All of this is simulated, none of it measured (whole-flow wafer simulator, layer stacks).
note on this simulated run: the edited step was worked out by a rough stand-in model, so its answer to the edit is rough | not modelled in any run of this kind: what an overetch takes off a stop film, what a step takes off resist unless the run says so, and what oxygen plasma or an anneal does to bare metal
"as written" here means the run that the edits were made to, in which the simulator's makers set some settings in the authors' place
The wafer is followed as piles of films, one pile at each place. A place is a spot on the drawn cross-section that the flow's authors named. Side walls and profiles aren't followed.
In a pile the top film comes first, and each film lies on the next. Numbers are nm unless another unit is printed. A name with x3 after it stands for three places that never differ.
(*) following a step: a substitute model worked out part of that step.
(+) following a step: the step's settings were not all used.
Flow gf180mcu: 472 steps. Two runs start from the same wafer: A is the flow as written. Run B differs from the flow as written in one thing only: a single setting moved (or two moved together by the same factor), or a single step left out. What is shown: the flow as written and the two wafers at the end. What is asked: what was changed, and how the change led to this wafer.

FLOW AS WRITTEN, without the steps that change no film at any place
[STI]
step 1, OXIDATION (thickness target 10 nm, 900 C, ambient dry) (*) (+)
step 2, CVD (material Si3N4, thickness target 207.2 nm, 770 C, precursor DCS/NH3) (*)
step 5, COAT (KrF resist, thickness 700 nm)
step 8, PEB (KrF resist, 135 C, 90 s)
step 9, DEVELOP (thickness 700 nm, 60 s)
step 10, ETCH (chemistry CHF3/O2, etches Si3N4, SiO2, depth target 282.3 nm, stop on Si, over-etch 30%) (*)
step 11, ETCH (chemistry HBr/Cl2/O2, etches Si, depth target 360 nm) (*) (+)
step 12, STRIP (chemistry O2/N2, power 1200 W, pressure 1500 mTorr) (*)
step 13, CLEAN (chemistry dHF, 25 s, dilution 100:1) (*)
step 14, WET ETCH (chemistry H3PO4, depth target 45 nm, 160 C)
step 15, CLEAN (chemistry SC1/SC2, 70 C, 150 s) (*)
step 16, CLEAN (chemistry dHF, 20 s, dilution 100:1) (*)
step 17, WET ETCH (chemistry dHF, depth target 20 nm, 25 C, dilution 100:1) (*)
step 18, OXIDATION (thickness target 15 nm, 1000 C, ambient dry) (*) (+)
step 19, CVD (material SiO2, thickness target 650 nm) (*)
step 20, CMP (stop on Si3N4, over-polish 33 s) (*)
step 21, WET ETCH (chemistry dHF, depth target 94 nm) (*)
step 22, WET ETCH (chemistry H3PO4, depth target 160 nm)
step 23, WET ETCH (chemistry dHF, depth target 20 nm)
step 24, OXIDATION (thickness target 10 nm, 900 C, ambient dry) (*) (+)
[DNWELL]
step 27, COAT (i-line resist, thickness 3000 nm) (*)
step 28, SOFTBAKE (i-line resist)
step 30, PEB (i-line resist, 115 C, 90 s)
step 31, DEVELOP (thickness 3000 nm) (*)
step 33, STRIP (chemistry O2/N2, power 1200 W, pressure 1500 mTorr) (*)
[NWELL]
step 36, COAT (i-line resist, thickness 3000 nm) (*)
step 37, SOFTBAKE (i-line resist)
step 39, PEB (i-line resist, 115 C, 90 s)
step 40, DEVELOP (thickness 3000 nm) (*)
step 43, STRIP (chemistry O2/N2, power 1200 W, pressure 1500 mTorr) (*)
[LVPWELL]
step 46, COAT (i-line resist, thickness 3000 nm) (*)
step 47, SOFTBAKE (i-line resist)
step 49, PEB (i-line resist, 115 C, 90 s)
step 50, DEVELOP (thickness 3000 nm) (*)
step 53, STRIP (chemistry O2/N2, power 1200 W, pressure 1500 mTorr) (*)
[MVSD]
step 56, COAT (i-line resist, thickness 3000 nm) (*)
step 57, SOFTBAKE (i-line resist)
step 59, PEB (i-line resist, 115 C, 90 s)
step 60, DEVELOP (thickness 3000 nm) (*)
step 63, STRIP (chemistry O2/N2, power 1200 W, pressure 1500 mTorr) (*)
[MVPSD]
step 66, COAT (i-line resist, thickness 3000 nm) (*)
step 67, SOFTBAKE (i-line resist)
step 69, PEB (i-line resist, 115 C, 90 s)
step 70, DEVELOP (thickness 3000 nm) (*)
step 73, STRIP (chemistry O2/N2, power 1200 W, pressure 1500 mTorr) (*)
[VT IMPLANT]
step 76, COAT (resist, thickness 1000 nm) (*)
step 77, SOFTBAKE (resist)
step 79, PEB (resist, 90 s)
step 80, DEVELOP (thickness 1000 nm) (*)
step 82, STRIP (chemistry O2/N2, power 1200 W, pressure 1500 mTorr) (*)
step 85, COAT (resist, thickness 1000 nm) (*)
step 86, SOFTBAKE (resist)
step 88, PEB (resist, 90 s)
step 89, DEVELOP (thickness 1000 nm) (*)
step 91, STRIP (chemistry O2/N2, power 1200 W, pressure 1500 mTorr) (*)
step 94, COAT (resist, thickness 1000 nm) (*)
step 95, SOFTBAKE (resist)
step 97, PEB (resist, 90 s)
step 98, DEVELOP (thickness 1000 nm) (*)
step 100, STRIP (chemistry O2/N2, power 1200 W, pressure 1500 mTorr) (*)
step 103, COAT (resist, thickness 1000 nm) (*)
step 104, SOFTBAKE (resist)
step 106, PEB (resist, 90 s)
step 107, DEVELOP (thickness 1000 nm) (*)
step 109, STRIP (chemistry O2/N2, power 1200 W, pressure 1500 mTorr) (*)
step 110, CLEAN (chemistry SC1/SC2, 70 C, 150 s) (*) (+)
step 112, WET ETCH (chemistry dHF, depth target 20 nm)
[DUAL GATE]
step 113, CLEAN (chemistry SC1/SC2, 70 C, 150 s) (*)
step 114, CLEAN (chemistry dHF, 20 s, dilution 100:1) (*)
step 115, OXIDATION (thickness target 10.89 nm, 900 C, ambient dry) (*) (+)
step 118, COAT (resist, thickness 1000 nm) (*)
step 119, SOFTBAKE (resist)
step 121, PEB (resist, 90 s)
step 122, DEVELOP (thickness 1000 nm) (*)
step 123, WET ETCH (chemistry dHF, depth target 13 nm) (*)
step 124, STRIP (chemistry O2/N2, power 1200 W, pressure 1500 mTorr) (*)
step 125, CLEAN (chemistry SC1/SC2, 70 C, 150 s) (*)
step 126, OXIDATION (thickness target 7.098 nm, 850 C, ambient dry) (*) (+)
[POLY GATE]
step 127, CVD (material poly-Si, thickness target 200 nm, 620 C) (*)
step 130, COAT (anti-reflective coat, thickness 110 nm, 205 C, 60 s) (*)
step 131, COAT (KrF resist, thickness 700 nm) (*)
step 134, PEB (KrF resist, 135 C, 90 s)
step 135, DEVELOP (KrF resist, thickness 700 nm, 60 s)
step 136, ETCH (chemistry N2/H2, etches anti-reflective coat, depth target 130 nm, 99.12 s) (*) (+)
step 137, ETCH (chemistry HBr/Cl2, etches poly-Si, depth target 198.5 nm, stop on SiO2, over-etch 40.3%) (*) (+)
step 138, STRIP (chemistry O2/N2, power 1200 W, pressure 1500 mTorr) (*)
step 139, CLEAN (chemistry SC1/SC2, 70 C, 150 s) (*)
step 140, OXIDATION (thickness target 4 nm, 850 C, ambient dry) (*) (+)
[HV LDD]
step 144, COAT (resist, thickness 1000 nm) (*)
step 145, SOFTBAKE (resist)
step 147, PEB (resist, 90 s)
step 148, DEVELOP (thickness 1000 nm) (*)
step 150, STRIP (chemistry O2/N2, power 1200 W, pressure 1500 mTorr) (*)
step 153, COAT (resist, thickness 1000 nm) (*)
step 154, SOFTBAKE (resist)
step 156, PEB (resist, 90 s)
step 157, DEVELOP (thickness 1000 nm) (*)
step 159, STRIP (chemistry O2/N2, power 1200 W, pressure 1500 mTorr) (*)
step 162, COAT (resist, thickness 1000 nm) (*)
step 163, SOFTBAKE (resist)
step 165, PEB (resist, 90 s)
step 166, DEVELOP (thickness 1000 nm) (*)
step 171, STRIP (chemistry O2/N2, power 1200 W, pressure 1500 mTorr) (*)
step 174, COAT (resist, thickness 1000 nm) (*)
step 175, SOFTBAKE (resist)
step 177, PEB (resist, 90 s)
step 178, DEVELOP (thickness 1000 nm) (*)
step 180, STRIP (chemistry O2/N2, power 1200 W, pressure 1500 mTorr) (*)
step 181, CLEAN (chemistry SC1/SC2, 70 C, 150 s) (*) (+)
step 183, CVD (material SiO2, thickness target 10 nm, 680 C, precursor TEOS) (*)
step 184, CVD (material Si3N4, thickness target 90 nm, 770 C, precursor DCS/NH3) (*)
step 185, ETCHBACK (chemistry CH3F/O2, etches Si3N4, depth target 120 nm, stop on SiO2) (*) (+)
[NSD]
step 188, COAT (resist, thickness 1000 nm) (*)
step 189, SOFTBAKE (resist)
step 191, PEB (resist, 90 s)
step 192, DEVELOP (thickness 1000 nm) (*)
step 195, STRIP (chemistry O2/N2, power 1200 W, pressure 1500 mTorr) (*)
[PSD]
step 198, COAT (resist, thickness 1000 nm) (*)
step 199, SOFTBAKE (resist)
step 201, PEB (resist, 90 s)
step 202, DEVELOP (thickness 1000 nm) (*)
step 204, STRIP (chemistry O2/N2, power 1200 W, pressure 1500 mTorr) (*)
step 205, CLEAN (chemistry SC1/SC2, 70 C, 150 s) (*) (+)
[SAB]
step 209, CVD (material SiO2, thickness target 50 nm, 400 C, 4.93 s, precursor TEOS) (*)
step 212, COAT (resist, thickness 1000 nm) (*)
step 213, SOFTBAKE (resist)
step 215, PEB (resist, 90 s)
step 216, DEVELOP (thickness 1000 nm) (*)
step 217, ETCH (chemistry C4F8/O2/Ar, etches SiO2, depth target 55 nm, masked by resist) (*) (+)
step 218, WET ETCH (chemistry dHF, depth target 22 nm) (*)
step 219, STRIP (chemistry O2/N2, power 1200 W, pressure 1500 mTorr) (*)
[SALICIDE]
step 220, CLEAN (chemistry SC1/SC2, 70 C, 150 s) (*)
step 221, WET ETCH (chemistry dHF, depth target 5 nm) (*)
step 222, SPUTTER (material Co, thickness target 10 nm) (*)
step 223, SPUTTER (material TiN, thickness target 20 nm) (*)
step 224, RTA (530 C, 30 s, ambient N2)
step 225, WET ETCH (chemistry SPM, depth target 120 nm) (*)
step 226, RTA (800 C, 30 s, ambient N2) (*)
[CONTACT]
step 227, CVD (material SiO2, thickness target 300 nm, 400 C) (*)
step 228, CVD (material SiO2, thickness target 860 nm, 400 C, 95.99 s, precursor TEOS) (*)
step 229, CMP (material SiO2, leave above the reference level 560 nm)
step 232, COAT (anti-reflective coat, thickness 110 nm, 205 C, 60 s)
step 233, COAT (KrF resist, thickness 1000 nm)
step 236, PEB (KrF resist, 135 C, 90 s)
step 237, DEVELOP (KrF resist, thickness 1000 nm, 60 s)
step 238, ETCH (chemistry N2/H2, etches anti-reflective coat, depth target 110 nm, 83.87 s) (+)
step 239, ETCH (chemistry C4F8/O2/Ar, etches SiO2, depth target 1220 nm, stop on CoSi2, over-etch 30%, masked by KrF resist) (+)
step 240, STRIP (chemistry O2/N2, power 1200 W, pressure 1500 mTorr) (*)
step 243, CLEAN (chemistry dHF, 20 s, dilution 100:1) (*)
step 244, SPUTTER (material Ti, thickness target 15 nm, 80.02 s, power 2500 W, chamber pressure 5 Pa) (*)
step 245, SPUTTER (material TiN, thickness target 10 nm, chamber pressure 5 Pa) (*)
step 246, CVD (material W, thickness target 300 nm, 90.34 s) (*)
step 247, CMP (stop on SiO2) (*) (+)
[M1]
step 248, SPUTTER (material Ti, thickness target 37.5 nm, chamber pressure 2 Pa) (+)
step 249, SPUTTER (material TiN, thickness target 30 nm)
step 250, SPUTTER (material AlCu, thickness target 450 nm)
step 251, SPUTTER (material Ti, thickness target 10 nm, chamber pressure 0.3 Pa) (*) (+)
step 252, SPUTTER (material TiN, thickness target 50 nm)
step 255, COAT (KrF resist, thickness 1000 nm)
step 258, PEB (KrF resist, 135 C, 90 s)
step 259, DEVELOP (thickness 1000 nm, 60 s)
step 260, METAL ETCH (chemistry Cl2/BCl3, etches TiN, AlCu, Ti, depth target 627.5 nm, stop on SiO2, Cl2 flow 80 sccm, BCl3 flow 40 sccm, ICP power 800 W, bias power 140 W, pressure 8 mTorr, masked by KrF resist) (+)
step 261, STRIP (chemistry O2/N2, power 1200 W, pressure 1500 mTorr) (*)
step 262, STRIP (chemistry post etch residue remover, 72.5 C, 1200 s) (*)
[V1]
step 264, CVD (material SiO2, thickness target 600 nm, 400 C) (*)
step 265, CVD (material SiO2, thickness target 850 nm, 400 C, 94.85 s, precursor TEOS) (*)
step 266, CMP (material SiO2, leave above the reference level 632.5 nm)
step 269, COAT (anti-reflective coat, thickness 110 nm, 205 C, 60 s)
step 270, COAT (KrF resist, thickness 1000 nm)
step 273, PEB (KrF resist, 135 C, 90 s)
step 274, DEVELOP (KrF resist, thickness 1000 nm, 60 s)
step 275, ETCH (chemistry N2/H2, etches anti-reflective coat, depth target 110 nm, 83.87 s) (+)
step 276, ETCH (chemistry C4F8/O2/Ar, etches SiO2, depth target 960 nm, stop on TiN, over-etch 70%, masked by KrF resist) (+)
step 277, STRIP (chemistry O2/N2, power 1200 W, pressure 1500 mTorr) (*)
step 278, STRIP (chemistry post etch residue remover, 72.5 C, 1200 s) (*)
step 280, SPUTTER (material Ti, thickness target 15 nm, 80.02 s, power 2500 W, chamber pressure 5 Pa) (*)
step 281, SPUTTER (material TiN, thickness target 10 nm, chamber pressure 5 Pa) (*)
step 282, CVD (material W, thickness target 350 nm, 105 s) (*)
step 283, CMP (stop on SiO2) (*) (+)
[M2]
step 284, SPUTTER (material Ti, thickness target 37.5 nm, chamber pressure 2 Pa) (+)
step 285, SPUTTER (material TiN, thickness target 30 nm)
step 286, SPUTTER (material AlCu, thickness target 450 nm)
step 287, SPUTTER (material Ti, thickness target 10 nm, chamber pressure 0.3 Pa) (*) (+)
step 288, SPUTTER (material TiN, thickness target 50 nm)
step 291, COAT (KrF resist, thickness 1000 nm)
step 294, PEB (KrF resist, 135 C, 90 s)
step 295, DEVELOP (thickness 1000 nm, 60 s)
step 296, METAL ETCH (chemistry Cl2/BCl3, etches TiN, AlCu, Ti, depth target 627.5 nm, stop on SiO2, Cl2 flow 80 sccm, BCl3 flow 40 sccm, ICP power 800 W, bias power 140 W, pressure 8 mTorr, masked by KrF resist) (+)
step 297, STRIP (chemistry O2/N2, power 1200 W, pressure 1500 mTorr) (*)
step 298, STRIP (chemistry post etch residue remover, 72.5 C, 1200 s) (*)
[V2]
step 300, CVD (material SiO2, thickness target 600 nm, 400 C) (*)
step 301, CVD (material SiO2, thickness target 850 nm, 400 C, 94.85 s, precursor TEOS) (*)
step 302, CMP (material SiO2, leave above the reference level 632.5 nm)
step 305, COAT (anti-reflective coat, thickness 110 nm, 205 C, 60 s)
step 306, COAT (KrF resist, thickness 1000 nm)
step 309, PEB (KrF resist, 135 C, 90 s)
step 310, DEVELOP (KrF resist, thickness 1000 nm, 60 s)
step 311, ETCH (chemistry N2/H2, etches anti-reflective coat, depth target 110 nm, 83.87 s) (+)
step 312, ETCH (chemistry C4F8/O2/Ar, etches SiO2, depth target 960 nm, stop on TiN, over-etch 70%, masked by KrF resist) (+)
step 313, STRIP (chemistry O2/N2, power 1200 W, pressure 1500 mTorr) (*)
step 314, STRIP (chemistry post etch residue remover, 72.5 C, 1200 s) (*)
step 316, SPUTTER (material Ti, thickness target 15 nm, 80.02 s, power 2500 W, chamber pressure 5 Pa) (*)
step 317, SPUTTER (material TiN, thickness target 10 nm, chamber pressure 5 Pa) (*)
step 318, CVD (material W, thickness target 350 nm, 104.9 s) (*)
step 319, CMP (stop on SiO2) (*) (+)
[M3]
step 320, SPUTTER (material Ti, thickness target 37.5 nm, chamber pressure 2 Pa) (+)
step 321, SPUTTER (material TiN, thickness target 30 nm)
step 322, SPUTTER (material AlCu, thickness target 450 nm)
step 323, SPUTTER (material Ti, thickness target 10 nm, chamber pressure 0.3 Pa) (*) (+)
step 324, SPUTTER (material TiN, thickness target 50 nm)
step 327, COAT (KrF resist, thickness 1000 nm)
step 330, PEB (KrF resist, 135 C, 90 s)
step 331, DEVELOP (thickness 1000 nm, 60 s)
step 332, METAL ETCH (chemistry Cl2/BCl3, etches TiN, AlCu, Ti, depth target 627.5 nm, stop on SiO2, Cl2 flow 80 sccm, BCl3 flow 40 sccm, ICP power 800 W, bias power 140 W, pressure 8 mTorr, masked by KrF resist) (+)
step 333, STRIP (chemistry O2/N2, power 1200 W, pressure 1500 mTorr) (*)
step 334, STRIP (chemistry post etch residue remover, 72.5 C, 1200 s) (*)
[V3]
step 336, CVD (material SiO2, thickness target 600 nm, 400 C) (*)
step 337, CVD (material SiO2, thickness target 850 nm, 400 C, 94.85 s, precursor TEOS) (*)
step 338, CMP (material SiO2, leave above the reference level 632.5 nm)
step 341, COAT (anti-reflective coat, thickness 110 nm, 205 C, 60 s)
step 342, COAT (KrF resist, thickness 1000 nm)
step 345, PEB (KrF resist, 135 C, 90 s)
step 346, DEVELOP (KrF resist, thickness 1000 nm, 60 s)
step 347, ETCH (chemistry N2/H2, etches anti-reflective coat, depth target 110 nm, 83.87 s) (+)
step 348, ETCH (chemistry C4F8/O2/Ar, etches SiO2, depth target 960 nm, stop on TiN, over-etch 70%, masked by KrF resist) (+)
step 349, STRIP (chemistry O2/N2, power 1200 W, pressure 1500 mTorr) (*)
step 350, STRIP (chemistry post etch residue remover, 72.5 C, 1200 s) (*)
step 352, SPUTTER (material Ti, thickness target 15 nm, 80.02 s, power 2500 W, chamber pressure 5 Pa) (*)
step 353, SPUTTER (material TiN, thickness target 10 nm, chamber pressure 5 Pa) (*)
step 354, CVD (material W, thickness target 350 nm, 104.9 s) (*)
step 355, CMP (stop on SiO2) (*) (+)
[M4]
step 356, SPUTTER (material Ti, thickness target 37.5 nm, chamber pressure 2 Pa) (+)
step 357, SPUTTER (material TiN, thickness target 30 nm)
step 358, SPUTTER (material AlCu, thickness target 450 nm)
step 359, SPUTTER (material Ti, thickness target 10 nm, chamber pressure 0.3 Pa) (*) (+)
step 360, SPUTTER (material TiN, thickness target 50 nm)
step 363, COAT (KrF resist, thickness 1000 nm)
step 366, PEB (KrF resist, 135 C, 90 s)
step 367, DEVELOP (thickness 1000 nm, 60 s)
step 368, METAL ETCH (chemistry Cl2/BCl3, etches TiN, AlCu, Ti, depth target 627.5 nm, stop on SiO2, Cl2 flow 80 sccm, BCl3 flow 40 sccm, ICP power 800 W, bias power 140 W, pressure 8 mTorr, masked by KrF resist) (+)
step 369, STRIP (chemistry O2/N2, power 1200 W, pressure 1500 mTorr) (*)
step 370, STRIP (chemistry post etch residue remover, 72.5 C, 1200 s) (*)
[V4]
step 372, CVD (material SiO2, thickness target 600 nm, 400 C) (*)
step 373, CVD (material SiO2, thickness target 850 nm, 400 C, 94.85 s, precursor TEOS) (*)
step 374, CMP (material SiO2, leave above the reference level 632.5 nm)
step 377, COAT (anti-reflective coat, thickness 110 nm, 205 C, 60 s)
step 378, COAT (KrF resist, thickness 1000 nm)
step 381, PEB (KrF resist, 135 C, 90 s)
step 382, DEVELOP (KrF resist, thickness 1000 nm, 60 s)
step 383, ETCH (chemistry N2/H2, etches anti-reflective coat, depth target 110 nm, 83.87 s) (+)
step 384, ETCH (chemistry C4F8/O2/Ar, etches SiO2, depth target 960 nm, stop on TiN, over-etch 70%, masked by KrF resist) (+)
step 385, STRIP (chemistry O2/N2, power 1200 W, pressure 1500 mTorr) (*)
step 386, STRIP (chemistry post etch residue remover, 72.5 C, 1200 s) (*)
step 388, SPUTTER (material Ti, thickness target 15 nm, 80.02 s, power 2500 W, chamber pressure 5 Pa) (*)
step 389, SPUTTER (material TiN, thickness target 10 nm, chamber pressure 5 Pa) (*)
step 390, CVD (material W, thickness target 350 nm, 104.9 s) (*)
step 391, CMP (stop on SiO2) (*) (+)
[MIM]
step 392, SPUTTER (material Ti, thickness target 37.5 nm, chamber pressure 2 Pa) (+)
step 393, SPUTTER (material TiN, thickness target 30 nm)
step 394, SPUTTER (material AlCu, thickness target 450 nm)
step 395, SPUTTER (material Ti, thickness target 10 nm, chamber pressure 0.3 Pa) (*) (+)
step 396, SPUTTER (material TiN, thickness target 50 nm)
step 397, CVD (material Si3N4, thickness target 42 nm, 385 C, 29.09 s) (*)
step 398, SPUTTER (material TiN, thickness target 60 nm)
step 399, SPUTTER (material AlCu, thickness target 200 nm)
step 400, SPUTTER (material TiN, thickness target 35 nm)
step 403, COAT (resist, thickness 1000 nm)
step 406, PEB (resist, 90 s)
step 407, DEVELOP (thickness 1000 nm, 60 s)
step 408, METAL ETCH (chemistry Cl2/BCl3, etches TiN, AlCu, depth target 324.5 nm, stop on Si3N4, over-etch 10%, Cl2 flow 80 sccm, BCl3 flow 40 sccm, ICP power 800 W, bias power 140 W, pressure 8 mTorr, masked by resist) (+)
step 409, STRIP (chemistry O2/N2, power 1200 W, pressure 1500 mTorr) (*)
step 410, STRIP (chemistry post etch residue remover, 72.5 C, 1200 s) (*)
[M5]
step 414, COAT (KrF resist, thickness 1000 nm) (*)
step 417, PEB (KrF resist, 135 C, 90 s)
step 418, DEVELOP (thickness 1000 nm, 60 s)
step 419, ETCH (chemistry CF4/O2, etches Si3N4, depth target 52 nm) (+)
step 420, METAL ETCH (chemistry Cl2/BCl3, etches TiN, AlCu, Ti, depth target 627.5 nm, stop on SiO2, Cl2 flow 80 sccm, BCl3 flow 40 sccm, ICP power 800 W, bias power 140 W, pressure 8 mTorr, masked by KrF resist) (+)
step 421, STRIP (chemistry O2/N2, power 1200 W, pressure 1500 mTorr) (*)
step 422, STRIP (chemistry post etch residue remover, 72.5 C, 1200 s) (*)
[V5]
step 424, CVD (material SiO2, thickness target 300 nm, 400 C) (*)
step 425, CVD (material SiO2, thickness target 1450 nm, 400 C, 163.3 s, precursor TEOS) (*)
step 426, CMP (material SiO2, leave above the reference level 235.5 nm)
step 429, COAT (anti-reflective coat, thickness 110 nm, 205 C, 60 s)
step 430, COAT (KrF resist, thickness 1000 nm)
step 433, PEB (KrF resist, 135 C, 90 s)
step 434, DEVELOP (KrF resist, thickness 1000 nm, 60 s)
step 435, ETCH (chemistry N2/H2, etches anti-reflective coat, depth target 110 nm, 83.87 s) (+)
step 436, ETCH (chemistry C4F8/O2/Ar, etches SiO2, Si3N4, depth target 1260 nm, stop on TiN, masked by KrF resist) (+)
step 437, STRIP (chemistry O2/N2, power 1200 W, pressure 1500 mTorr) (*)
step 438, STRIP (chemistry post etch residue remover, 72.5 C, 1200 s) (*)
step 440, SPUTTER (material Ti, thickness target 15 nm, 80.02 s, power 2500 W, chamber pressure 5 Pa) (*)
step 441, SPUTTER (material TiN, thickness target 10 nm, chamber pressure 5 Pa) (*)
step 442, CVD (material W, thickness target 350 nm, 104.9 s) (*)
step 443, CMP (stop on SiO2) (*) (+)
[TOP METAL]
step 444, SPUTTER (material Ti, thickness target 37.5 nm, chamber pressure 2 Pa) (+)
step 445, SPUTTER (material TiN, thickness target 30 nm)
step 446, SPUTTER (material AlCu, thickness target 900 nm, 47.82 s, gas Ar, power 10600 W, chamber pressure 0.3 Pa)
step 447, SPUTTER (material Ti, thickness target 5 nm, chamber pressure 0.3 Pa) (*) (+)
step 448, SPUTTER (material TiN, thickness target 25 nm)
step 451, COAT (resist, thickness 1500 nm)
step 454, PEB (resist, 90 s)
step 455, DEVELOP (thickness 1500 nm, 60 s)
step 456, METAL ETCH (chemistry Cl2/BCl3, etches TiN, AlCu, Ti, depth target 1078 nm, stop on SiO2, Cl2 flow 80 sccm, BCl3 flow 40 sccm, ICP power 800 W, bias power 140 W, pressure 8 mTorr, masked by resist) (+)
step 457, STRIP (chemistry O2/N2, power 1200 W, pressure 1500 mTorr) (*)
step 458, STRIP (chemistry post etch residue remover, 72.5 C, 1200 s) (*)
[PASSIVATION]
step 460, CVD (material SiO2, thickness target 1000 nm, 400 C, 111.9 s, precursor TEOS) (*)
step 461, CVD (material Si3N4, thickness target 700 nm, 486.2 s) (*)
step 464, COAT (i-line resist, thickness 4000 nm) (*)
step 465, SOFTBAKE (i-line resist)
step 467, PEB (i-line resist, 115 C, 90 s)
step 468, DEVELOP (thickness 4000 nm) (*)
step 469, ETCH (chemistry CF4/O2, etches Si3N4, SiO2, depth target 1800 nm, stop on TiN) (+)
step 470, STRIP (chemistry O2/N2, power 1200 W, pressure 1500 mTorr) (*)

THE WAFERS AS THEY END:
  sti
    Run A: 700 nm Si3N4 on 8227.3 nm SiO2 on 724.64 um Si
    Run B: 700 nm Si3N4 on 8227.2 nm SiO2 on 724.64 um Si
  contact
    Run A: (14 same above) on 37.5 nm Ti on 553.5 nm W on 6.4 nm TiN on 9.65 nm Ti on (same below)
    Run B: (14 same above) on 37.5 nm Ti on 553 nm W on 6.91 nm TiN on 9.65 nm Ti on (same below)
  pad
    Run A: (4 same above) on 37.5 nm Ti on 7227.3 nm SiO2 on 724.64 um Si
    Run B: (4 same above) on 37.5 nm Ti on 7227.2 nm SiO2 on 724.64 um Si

What caused this: step 389, SPUTTER: thickness target 10.8 nm was run, while the flow as written has thickness target 10 nm.

The path from the change to this, step by step:
  step 389, SPUTTER (material TiN, thickness target 10 nm, chamber pressure 5 Pa) (*)
      field, field__w1, field__w2 and 107 more: A TiN gains 10 (new film) | B TiN gains 10.8 (new film)
      contact: A TiN gains 6.4 (new film) | B TiN gains 6.91 (new film)
  step 391, CMP (stop on SiO2) (*) (+)
      field, field__w1, field__w2 and 107 more: A W loses 350 (all of it), TiN loses 10 (all of it), Ti loses 15 (all of it), SiO2 loses 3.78 | B W loses 350 (all of it), TiN loses 10.8 (all of it), Ti loses 15 (all of it), SiO2 loses 3.79
